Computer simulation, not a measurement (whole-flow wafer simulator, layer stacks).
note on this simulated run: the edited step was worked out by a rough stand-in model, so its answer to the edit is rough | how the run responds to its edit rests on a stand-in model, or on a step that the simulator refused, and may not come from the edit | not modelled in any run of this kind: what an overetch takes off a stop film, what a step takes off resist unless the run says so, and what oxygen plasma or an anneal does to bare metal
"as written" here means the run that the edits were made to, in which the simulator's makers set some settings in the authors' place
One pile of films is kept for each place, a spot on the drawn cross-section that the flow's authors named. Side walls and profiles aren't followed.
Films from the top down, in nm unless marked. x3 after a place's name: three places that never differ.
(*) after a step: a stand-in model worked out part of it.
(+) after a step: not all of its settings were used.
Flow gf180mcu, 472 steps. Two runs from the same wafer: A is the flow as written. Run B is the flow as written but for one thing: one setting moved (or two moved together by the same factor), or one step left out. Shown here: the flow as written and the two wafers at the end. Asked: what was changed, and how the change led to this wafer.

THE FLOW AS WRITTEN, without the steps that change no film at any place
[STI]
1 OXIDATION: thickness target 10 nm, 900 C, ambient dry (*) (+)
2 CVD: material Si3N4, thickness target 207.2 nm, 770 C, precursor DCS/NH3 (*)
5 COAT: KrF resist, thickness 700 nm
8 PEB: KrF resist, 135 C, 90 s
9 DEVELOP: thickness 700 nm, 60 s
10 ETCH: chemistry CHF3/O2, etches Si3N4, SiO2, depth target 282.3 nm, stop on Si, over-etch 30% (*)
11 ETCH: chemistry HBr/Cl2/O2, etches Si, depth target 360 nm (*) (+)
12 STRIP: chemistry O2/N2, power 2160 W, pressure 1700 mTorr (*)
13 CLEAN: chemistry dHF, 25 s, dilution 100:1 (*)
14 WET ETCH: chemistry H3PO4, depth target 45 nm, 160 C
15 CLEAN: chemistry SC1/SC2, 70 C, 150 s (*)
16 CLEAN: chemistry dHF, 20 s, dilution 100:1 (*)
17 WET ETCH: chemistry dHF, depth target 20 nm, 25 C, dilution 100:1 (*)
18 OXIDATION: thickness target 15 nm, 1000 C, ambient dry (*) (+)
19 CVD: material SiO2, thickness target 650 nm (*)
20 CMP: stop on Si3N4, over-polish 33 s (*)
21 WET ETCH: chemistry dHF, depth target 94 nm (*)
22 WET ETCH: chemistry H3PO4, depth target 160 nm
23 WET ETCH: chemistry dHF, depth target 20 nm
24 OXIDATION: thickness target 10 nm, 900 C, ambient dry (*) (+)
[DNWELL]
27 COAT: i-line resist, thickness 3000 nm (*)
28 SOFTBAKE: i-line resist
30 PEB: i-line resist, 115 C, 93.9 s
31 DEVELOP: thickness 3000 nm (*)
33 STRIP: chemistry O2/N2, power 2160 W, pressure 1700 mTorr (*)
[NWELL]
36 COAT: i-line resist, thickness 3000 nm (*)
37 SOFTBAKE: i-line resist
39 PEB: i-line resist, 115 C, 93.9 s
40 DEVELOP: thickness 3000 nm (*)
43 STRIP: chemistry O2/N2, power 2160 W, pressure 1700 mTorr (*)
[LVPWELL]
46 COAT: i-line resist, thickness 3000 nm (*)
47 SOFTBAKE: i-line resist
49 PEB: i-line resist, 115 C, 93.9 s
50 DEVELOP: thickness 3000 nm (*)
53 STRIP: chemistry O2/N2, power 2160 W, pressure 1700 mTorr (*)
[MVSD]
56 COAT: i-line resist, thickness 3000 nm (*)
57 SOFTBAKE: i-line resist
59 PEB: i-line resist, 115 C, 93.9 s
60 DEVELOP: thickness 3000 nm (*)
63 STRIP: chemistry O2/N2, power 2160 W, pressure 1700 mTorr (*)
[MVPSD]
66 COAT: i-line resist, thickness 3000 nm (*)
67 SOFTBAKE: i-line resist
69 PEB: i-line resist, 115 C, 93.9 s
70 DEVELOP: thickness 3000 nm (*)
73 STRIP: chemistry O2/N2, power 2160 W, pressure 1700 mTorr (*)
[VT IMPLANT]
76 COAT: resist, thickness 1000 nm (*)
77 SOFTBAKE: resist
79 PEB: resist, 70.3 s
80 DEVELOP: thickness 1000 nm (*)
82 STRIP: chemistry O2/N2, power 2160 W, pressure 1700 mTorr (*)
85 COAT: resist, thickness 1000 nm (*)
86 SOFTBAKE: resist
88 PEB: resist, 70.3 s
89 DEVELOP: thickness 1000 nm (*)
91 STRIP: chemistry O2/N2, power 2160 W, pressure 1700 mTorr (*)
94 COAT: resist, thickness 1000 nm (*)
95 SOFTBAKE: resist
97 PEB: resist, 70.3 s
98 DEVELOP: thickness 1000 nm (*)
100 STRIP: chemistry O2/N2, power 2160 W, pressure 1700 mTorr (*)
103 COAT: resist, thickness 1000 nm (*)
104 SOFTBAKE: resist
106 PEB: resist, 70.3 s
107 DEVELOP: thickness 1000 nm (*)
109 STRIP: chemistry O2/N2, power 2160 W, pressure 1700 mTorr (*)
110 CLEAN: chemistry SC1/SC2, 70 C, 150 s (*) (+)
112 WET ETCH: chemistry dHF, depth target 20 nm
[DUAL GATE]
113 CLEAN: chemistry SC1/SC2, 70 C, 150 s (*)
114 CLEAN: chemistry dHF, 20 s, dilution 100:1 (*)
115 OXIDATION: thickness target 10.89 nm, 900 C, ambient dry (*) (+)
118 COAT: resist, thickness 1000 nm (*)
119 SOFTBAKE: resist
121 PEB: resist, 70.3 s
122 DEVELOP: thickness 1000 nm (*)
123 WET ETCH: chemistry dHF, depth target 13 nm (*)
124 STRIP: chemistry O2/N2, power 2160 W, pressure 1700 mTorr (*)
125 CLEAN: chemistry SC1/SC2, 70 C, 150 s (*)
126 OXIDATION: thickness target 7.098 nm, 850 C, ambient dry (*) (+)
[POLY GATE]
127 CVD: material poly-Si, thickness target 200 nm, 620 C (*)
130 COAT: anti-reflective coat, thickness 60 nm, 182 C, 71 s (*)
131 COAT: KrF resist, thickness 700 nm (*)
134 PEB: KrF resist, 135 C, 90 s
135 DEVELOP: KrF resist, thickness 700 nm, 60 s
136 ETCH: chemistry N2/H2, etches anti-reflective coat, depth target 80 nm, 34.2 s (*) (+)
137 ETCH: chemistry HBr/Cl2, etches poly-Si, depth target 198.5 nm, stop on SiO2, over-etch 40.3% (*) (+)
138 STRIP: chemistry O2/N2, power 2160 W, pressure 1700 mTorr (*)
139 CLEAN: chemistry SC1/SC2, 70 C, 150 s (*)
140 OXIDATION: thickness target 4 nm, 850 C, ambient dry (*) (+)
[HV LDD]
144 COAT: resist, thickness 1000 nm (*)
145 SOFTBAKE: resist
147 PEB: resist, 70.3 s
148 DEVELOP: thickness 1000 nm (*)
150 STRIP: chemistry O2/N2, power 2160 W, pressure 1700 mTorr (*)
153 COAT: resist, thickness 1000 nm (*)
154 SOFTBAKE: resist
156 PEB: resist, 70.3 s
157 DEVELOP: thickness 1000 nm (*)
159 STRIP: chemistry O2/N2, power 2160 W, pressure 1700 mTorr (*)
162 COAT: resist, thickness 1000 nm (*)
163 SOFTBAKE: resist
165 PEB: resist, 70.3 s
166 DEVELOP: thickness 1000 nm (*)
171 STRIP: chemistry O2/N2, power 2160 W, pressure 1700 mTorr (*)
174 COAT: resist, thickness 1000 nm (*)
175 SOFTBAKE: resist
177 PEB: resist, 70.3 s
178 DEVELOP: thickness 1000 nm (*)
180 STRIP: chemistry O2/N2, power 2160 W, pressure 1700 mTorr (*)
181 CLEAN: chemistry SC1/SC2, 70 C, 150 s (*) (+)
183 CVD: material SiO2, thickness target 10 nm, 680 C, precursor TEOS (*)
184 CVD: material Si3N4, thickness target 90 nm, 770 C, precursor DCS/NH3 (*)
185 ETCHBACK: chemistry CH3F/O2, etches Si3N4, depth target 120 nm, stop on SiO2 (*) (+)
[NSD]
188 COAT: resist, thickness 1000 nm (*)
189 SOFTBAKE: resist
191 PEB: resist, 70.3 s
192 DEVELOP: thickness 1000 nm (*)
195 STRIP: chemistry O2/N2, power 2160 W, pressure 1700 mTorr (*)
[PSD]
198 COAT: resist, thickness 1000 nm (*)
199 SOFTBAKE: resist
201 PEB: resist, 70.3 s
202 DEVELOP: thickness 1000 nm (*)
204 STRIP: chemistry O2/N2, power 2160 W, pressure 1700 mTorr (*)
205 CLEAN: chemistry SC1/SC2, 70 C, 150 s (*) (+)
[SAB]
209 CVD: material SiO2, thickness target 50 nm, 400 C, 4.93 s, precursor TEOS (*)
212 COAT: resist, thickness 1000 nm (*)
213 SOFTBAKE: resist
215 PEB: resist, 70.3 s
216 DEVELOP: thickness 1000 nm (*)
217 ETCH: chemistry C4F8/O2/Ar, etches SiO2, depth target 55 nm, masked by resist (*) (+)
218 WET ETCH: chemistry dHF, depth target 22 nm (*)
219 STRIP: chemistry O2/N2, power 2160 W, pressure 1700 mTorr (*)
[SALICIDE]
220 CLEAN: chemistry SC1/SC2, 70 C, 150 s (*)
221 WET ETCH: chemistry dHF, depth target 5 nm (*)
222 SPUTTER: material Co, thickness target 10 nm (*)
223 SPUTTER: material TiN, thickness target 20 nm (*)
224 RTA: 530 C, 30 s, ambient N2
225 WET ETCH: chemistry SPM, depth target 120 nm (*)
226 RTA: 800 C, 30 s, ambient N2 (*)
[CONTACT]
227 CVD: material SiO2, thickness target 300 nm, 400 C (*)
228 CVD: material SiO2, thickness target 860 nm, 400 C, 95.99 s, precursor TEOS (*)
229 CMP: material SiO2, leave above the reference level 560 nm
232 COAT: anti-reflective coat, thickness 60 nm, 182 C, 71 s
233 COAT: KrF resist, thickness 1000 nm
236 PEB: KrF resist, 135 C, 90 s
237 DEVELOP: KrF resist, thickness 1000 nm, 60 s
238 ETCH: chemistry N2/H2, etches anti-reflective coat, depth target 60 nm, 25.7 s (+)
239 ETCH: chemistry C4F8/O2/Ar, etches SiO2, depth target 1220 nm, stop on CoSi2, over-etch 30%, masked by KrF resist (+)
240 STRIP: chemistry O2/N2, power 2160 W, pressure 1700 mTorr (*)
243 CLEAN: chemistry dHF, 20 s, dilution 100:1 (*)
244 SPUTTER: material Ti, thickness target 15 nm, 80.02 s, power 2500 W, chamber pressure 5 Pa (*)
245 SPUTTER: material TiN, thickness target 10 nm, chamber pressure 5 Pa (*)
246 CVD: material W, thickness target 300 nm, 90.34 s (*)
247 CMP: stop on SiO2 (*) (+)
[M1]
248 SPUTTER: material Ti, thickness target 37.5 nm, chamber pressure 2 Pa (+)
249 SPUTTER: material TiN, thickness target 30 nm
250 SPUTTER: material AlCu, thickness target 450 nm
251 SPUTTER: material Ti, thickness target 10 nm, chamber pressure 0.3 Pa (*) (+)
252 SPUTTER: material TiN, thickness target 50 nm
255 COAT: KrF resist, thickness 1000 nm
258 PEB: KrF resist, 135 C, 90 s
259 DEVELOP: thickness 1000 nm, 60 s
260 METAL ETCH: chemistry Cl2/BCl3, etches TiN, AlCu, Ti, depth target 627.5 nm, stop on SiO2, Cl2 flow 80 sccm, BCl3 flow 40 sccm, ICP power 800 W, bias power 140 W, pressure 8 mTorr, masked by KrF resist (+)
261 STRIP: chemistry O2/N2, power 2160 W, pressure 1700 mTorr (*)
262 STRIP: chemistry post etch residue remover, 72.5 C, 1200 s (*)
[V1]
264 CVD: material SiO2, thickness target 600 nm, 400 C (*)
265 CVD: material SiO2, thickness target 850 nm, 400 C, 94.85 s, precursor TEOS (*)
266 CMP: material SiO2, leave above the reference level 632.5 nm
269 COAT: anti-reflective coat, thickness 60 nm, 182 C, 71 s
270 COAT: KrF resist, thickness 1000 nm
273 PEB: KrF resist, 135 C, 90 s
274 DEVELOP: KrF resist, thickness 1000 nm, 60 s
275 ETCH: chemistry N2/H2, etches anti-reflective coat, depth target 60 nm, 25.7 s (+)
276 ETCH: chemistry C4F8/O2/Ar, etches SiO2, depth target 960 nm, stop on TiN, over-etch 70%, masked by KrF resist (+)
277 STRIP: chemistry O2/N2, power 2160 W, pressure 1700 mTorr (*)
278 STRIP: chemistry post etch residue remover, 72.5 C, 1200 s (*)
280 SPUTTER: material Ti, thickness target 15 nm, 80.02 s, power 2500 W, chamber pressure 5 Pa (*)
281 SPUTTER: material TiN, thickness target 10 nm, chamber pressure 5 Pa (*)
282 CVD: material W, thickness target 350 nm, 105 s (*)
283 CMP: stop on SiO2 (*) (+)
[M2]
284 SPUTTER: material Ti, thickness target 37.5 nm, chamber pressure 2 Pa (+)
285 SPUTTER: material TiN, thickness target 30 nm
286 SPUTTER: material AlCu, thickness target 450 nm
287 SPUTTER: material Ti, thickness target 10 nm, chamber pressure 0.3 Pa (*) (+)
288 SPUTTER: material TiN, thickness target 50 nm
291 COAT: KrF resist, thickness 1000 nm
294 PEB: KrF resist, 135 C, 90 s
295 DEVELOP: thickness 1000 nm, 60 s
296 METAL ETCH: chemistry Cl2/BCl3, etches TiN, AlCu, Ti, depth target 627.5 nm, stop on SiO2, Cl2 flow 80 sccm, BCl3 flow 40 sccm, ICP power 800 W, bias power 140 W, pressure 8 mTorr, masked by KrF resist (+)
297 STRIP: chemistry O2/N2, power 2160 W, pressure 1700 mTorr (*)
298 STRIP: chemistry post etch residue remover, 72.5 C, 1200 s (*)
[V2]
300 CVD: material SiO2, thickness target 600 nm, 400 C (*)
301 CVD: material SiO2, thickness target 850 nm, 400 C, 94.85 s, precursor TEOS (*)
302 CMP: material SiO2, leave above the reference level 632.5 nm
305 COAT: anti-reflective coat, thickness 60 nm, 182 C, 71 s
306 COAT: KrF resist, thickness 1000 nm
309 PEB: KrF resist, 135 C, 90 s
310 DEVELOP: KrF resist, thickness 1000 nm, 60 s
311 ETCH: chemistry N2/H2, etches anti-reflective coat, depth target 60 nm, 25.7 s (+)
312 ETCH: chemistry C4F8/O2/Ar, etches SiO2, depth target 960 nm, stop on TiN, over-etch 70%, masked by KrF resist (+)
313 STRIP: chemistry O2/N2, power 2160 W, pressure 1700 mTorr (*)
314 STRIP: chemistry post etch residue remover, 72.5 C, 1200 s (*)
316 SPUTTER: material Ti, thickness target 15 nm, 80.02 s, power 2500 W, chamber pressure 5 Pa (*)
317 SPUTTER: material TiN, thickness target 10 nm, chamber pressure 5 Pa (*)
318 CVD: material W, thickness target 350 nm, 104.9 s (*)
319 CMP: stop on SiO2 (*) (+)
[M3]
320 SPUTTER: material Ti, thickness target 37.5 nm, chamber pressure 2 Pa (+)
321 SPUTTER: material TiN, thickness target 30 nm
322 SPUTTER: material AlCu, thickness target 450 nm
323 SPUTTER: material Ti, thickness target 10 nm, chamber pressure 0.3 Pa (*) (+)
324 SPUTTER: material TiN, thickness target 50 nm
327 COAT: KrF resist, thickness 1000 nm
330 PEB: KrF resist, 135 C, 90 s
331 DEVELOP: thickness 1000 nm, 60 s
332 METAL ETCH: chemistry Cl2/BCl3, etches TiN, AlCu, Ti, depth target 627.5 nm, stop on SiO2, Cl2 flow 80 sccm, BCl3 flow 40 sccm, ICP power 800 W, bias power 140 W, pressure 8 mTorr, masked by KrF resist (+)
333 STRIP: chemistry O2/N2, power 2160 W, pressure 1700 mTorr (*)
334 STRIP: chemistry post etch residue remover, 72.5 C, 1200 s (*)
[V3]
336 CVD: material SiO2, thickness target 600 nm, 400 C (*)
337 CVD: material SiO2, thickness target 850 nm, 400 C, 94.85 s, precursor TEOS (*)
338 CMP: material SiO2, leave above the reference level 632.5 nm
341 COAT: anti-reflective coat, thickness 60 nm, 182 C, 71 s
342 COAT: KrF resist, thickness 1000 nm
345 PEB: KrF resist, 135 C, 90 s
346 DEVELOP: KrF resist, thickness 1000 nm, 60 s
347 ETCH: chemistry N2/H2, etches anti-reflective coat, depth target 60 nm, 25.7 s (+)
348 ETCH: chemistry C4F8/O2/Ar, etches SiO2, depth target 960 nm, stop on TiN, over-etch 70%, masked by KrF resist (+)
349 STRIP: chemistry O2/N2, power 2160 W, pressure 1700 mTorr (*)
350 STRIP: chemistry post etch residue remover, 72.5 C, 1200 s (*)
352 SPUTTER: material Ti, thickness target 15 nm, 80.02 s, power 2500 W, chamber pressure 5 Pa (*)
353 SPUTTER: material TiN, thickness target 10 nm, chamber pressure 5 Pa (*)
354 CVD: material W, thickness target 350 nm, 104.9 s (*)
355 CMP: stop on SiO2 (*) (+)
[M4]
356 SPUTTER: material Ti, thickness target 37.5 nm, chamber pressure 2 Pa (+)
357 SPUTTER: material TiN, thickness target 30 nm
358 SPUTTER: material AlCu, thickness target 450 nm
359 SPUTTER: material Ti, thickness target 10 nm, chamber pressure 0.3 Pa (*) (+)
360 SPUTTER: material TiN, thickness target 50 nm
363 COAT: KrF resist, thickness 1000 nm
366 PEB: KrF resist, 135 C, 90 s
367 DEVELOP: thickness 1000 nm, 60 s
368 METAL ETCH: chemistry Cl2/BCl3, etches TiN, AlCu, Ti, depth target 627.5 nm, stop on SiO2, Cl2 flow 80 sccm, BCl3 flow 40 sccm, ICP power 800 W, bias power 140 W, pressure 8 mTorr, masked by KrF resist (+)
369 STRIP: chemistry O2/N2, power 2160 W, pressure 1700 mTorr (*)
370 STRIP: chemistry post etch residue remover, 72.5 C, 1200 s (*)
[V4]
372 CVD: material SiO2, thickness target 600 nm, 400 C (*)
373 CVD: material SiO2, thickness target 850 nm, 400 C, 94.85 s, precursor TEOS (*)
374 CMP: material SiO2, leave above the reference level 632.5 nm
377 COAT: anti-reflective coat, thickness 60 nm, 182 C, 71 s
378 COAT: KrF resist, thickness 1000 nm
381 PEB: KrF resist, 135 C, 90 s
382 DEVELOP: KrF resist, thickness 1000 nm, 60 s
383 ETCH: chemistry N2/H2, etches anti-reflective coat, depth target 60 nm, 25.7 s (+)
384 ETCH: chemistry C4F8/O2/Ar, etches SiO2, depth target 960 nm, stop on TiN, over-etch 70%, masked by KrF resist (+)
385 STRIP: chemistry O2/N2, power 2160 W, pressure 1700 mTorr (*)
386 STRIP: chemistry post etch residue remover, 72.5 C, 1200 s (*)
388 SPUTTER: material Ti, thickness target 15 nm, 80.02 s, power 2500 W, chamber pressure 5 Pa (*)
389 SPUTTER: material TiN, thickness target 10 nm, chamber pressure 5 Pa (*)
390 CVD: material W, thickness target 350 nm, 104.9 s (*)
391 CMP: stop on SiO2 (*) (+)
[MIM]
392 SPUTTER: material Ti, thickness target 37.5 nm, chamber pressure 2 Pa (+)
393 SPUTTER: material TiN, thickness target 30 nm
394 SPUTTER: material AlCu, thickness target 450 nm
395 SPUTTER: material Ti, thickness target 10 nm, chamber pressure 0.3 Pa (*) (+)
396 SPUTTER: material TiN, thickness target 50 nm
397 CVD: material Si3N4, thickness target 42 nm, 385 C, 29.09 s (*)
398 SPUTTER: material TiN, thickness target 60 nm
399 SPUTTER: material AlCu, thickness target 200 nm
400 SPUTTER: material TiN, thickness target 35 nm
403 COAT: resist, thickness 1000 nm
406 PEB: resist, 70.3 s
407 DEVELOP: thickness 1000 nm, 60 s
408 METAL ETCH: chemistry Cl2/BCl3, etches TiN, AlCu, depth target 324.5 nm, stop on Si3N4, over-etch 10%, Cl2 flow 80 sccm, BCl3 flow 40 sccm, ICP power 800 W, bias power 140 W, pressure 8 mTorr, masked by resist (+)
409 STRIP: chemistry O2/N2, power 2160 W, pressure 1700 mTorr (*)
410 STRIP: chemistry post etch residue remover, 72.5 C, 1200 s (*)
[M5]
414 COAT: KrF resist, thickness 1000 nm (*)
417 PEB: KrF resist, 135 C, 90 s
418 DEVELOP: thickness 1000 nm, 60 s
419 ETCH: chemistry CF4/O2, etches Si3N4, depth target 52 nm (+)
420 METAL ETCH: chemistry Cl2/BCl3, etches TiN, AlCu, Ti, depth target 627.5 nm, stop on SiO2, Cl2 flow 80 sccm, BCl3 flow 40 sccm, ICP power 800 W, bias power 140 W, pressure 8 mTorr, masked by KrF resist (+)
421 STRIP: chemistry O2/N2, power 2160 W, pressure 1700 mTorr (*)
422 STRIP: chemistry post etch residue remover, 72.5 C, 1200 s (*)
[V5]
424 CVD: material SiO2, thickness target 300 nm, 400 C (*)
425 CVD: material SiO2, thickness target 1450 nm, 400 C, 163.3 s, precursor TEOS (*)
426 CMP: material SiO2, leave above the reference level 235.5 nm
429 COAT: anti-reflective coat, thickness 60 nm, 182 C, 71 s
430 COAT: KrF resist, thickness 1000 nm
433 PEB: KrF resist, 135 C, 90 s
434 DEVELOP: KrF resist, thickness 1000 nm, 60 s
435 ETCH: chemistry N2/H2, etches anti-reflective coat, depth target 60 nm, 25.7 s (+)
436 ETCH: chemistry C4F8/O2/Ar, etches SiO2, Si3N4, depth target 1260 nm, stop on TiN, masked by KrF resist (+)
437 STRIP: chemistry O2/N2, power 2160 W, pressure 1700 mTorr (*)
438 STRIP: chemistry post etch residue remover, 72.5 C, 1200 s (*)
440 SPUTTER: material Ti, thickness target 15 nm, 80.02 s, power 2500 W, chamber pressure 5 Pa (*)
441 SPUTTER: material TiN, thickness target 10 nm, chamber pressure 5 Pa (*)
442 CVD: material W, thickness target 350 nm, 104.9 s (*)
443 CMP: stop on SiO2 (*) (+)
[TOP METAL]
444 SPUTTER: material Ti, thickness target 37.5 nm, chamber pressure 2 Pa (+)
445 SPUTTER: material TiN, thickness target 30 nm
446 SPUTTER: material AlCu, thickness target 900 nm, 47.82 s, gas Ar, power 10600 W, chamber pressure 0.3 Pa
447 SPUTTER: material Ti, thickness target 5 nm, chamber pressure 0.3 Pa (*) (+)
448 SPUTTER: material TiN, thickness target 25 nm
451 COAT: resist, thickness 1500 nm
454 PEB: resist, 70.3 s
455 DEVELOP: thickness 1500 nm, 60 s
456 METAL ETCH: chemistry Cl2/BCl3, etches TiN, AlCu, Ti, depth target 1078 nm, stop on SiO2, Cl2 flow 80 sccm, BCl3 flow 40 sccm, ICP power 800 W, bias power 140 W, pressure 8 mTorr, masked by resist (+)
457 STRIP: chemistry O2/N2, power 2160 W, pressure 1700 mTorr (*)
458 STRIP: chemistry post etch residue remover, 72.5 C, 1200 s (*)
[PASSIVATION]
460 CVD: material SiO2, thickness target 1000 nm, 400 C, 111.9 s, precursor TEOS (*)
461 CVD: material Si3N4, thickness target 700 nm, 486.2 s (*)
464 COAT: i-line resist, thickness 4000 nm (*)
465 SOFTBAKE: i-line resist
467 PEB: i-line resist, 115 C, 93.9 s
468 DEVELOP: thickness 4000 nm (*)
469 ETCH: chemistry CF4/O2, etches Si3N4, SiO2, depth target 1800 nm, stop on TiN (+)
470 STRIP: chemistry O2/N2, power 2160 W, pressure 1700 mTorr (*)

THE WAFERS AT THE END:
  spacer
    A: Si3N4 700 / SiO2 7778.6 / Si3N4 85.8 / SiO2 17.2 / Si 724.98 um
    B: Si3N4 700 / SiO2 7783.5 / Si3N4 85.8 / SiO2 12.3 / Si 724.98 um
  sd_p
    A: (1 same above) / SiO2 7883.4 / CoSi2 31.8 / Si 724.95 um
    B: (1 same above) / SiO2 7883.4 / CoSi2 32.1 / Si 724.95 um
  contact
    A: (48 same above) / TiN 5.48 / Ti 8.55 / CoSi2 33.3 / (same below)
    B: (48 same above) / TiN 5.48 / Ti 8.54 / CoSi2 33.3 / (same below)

The cause: step 183, CVD: thickness target 5.1 nm was run, where the flow has thickness target 10 nm.

How the change led to this, step by step:
  183 CVD: material SiO2, thickness target 10 nm, 680 C, precursor TEOS (*)
      field, field__w1, field__w2 and 99 more: A SiO2 +10 | B SiO2 +5.1
      ld_drift_p: A SiO2 +9.87 | B SiO2 +5.03
      (and at 1 more place)
  189 SOFTBAKE: resist
      field: A resist +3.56 | B resist -0.36
      active_hv: A resist +2.68 | B resist -0.53
      (and at 1 more place)
  199 SOFTBAKE: resist
      field: A resist +3.56 | B resist -0.36
      active_hv: A resist +2.68 | B resist -0.53
      (and at 1 more place)
  218 WET ETCH: chemistry dHF, depth target 22 nm (*)
      gate, gate_hv, gate_p and 23 more: A SiO2 -5.48 (all of it) | B SiO2 -0.58 (all of it)
      active, p_well, sd_n, iso_ptap_pw, iso_ntap_nw, iso_ptap_sub, vpnp_e: A SiO2 -9.01 (all of it) | B SiO2 -4.11 (all of it)
      (and at 16 more places)
  229 CMP: material SiO2, leave above the reference level 560 nm
      field__w2: A SiO2 -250 | B SiO2 -244
      field__w3: A SiO2 -232.3 | B SiO2 -226.3
      (and at 5 more places)
